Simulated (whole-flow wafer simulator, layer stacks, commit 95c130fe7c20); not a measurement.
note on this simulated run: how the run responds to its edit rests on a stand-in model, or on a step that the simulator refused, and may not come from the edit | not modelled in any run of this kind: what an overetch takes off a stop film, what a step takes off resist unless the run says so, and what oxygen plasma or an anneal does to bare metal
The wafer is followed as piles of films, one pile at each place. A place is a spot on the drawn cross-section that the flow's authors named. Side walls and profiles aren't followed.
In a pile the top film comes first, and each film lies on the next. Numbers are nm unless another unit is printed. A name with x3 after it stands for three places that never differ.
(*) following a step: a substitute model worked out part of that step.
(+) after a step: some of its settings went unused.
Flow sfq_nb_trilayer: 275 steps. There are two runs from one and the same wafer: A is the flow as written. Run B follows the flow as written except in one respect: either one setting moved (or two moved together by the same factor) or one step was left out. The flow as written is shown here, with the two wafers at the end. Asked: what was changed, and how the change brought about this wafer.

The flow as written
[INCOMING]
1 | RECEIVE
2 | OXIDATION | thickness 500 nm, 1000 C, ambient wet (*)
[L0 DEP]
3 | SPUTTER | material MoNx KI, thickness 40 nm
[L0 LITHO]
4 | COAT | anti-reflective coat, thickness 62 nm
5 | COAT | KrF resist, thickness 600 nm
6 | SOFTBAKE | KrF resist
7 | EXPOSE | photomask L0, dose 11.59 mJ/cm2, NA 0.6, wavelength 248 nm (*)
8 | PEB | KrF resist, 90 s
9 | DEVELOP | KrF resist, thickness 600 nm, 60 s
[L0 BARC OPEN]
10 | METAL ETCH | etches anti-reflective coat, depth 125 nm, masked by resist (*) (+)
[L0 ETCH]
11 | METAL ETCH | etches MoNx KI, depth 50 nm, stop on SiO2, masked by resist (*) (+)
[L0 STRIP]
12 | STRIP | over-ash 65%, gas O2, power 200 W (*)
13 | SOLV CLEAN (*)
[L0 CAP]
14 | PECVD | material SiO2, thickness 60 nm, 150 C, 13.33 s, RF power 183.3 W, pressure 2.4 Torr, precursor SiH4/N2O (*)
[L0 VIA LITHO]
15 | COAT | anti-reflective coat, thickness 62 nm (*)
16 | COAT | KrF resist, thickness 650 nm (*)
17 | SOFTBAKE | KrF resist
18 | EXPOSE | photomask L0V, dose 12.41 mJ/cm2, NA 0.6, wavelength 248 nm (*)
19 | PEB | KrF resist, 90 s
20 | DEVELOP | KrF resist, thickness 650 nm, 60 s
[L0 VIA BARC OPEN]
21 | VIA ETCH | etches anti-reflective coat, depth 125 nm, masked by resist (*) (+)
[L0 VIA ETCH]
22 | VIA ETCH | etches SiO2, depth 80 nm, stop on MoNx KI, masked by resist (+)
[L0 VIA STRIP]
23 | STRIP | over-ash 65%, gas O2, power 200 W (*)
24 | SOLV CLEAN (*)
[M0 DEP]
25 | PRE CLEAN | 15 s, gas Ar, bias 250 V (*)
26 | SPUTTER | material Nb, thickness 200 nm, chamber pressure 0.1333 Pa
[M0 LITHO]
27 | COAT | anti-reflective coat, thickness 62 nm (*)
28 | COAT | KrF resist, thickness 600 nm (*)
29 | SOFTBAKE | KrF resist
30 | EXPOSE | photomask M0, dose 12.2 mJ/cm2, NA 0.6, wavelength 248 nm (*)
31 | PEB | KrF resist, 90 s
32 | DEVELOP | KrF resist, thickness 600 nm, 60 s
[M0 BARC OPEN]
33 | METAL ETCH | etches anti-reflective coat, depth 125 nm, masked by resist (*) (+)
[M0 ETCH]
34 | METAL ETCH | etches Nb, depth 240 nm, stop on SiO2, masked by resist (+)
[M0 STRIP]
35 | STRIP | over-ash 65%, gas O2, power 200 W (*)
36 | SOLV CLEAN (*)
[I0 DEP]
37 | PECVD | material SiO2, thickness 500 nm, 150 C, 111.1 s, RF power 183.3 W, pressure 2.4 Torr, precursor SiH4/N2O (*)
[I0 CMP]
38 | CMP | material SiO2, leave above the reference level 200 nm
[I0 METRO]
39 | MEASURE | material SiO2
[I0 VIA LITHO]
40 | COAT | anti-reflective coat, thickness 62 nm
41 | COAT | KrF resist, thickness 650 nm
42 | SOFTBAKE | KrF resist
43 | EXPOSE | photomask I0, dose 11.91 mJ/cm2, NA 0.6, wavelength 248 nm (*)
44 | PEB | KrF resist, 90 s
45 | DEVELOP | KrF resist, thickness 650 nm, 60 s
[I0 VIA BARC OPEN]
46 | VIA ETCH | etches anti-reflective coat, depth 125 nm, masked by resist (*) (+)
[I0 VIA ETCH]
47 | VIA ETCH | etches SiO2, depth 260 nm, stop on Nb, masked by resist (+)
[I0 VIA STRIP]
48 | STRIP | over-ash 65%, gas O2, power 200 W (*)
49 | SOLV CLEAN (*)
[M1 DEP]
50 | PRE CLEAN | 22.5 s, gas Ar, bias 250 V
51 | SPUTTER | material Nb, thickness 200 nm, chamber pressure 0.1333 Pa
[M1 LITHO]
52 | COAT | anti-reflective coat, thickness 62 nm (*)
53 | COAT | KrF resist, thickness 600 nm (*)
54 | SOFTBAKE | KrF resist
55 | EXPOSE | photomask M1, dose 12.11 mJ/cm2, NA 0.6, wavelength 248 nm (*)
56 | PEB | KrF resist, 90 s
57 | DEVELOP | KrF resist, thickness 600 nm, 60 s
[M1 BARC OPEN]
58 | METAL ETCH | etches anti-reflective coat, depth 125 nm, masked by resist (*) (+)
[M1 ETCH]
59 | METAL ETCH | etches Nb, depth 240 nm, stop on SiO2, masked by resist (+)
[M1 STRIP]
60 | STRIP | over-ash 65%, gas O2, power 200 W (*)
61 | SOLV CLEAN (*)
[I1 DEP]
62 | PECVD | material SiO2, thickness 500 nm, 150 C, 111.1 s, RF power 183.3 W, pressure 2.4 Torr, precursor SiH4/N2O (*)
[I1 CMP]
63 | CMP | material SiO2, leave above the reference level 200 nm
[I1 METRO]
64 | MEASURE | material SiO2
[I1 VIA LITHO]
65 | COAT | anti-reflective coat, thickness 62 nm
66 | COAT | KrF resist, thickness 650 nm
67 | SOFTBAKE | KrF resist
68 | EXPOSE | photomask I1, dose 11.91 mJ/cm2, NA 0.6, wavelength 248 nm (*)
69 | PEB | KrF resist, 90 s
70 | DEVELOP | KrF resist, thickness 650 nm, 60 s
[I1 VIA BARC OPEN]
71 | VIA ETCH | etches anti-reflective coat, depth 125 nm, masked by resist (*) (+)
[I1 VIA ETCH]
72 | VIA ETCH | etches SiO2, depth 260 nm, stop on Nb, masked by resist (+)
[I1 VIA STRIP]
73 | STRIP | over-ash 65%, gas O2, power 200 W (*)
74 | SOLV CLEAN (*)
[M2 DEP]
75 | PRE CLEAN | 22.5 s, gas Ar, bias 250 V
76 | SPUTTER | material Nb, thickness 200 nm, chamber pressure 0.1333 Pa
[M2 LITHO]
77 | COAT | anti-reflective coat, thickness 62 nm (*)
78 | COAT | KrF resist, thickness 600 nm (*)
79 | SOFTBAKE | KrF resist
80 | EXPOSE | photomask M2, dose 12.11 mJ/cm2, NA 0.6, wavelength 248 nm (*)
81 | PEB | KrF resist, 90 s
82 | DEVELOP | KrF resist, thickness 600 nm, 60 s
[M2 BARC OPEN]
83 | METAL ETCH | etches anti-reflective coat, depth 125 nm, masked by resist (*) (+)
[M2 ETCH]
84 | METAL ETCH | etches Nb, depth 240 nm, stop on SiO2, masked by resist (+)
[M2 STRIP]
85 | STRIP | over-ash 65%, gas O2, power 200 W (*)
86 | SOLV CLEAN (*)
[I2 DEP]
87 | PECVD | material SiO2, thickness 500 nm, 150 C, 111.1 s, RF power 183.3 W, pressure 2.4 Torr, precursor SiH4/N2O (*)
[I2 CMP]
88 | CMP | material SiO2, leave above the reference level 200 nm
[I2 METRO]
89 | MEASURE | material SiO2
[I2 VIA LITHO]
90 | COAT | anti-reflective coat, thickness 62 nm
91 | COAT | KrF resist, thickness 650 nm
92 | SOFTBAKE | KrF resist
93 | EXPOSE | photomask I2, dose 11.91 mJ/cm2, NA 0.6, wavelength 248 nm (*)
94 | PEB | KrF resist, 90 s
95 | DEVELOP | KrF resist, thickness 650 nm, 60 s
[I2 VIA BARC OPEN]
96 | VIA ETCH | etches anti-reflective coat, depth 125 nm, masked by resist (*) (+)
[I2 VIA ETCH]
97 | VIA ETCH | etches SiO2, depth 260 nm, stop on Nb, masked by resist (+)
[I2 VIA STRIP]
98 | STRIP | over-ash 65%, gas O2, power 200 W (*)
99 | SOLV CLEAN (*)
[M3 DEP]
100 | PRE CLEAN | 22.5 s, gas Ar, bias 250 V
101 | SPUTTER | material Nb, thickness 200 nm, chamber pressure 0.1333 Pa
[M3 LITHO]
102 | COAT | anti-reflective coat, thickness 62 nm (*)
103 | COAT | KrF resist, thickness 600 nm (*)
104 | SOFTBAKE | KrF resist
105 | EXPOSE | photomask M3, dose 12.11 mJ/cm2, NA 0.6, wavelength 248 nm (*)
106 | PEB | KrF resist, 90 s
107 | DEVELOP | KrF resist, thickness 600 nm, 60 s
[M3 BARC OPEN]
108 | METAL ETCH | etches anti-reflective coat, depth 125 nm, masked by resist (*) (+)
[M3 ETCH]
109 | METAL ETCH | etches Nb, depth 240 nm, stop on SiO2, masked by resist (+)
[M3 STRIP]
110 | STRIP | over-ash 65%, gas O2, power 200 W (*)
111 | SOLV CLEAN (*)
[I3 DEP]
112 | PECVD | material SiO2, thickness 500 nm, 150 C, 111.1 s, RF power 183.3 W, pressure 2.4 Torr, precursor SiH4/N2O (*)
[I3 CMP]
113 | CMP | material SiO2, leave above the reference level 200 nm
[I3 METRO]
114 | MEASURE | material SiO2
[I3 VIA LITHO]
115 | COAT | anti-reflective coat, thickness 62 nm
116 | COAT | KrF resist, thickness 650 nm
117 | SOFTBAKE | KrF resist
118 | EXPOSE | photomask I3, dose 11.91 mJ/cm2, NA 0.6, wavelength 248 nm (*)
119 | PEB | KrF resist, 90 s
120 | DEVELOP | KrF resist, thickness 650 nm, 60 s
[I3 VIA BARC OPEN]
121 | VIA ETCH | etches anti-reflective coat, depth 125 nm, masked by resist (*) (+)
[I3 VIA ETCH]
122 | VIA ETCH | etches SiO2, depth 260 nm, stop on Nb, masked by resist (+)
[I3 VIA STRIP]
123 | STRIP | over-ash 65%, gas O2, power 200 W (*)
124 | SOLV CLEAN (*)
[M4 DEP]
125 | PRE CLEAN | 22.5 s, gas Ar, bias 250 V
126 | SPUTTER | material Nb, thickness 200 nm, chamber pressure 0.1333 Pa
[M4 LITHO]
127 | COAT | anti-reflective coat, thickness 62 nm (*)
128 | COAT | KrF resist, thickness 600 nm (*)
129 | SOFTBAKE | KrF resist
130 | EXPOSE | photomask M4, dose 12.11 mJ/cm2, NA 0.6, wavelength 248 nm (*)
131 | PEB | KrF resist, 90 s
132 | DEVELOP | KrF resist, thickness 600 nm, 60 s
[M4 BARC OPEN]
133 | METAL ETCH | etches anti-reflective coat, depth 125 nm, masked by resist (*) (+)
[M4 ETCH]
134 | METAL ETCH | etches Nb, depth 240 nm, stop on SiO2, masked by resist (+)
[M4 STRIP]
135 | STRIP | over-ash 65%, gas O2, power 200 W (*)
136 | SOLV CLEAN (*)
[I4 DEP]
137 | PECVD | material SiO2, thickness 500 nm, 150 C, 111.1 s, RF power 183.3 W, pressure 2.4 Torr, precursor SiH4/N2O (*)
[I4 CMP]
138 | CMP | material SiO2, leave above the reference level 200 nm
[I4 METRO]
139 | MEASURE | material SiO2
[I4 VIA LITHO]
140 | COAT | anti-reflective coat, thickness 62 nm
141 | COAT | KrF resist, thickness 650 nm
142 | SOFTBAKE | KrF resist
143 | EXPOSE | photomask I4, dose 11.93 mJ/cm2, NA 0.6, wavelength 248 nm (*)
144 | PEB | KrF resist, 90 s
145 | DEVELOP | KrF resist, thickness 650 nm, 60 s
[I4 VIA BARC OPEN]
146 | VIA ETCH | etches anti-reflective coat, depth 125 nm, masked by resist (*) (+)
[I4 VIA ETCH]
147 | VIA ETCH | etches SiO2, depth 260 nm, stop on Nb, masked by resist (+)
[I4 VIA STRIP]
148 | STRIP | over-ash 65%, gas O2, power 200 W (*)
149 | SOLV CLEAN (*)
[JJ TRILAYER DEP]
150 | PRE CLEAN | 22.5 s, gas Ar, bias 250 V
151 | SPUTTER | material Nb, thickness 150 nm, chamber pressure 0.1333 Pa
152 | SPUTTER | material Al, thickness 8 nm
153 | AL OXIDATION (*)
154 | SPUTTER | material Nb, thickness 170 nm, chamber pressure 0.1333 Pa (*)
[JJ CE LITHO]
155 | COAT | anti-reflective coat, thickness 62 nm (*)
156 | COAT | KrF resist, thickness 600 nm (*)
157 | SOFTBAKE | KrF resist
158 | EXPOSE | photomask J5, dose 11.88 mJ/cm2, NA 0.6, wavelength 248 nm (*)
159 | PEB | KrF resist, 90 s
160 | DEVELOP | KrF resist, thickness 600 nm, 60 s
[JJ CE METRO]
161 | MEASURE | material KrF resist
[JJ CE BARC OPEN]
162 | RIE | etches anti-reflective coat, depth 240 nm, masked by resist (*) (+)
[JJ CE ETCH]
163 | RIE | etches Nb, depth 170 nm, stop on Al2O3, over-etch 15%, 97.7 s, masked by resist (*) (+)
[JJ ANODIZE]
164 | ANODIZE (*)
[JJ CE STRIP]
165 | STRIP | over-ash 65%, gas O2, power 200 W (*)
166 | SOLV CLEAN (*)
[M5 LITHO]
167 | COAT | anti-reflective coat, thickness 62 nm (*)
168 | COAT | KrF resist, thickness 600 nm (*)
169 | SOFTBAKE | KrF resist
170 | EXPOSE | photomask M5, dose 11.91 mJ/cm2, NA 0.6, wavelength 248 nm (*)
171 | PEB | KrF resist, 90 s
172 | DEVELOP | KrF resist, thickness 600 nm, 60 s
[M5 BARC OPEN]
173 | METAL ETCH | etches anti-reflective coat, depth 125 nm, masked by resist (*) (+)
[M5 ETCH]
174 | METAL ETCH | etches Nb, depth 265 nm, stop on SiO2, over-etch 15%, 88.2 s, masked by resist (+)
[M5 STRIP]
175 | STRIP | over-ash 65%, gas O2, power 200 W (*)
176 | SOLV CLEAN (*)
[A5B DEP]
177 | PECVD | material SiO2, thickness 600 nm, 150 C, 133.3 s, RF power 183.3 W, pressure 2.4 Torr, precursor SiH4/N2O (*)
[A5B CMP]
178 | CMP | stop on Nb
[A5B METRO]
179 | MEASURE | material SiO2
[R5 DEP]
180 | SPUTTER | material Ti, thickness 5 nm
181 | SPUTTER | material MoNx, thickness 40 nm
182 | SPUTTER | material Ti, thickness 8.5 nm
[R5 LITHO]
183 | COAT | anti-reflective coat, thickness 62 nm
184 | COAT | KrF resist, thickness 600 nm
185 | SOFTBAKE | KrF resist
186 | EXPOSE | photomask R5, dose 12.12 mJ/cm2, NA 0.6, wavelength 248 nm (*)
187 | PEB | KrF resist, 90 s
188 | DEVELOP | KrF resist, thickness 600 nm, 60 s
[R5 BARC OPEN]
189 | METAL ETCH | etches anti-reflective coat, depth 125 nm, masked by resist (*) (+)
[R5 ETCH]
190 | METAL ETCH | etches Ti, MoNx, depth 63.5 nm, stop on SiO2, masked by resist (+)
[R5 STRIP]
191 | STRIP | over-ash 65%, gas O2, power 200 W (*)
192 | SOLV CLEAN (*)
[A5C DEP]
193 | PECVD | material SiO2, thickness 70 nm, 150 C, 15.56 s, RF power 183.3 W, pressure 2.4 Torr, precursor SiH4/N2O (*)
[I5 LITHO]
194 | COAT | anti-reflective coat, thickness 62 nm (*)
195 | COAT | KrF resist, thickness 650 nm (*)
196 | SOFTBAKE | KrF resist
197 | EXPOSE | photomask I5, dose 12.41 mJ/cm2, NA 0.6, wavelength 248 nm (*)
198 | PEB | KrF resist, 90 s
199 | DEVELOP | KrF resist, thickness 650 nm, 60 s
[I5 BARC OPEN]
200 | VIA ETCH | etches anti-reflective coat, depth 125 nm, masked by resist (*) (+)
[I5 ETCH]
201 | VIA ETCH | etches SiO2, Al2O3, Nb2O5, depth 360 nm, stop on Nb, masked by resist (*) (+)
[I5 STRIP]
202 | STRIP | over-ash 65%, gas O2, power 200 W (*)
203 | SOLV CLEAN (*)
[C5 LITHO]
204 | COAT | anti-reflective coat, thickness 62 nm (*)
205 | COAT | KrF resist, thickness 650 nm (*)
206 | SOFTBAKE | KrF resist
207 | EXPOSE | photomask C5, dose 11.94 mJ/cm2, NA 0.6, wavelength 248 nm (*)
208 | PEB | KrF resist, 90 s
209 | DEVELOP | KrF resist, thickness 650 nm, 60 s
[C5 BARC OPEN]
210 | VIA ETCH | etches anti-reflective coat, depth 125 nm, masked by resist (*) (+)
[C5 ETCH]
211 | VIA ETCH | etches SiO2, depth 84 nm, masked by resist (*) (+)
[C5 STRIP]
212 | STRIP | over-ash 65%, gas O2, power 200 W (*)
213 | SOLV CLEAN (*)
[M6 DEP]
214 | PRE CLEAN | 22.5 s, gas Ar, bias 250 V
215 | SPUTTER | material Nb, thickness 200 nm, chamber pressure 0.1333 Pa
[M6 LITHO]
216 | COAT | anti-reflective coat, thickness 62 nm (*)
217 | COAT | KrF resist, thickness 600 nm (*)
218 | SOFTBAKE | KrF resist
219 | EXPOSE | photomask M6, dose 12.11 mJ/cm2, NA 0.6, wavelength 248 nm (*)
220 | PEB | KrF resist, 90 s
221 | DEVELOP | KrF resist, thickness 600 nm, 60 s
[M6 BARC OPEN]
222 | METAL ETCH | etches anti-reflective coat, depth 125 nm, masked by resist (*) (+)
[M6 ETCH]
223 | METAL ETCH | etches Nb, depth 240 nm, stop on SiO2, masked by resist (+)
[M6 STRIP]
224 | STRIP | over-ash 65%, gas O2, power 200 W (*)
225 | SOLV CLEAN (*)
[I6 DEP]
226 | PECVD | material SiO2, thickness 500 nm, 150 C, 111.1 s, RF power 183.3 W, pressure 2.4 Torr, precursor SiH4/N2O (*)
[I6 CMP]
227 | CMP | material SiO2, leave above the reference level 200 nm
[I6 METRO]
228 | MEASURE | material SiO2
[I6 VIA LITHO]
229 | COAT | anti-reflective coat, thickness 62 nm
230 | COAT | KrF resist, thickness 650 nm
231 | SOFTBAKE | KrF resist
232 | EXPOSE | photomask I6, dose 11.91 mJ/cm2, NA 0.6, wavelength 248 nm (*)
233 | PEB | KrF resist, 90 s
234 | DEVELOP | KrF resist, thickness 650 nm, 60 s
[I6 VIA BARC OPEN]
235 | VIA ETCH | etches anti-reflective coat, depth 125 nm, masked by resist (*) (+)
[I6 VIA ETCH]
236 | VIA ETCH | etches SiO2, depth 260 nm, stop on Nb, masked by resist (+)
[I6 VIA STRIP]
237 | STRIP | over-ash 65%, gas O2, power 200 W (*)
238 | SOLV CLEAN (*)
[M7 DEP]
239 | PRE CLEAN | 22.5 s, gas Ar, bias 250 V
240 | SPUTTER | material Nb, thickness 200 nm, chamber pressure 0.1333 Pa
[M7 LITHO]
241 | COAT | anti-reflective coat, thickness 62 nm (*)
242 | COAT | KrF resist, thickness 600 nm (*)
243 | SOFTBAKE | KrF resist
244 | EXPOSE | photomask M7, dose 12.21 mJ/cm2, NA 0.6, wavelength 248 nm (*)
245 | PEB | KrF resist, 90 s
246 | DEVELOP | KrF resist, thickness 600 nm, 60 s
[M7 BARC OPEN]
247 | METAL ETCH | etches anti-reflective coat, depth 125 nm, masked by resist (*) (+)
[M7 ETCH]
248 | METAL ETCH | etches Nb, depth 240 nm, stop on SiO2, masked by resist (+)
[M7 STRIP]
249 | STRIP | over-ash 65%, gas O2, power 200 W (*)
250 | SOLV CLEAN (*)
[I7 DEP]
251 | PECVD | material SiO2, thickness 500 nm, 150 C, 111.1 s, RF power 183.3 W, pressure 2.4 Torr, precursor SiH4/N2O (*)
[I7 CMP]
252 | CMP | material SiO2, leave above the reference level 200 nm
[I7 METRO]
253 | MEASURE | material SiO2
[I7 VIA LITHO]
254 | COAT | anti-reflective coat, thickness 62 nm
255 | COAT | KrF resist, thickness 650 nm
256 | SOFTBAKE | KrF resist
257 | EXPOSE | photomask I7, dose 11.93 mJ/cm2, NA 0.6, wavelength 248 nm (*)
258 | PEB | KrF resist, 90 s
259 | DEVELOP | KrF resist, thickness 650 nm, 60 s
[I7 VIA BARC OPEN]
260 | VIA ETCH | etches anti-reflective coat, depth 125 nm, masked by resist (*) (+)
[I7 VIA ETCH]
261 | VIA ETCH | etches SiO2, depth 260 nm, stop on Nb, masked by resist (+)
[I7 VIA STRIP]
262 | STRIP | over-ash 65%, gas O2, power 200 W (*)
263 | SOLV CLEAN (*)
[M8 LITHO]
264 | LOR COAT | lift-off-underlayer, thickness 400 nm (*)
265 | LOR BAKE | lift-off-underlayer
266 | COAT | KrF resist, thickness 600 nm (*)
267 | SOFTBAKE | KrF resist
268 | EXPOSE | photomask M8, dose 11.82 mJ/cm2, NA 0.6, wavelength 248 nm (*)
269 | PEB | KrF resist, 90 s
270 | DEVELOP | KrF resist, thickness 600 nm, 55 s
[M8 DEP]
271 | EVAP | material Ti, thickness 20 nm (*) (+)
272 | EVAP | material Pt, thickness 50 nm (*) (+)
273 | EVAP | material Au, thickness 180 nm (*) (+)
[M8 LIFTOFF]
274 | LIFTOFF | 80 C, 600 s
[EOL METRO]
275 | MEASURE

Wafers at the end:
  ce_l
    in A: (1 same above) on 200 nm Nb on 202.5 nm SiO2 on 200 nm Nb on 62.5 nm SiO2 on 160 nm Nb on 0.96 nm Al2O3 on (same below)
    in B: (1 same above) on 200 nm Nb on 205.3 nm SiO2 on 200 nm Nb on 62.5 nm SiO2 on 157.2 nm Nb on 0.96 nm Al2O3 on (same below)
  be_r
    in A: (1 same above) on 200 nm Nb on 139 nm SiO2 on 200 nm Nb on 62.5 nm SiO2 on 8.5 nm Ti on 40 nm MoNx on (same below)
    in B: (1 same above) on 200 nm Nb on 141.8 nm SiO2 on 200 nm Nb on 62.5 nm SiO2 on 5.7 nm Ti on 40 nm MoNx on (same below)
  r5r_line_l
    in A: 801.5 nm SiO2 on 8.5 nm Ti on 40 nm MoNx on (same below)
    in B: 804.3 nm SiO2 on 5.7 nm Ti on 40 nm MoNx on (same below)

Cause: step 182, SPUTTER: thickness 5.7 nm was run, whereas the flow has thickness 8.5 nm.
One can read it off the wafer: be_r has Ti 5.7, and step 182 as written asks for 8.5 nm.

How this came from the change, step by step:
  182 | SPUTTER | material Ti, thickness 8.5 nm
      field_l, v_sur, via_wl and 103 more: A Ti gains 8.5 (new film) | B Ti gains 5.7 (new film)
  190 | METAL ETCH | etches Ti, MoNx, depth 63.5 nm, stop on SiO2, masked by resist (+)
      field_l, v_sur, via_wl and 92 more: A Ti loses 8.5 (all of it), MoNx loses 40 (all of it), Ti loses 5 (all of it) | B Ti loses 5.7 (all of it), MoNx loses 40 (all of it), Ti loses 5 (all of it)
      ce_l, c5j, ce_r, wl_jj: A Ti loses 8.5 (all of it), MoNx loses 40 (all of it), Ti loses 5 (all of it), Nb loses 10 | B Ti loses 5.7 (all of it), MoNx loses 40 (all of it), Ti loses 5 (all of it), Nb loses 12.8
  216 | COAT | anti-reflective coat, thickness 62 nm (*)
      sp_r: A anti-reflective coat gains 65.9 (new film) | B anti-reflective coat gains 64.5 (new film)
  224 | STRIP | over-ash 65%, gas O2, power 200 W (*)
      sp_r: A KrF resist loses 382 (all of it), anti-reflective coat loses 65.9 (all of it) | B KrF resist loses 382.1 (all of it), anti-reflective coat loses 64.5 (all of it)
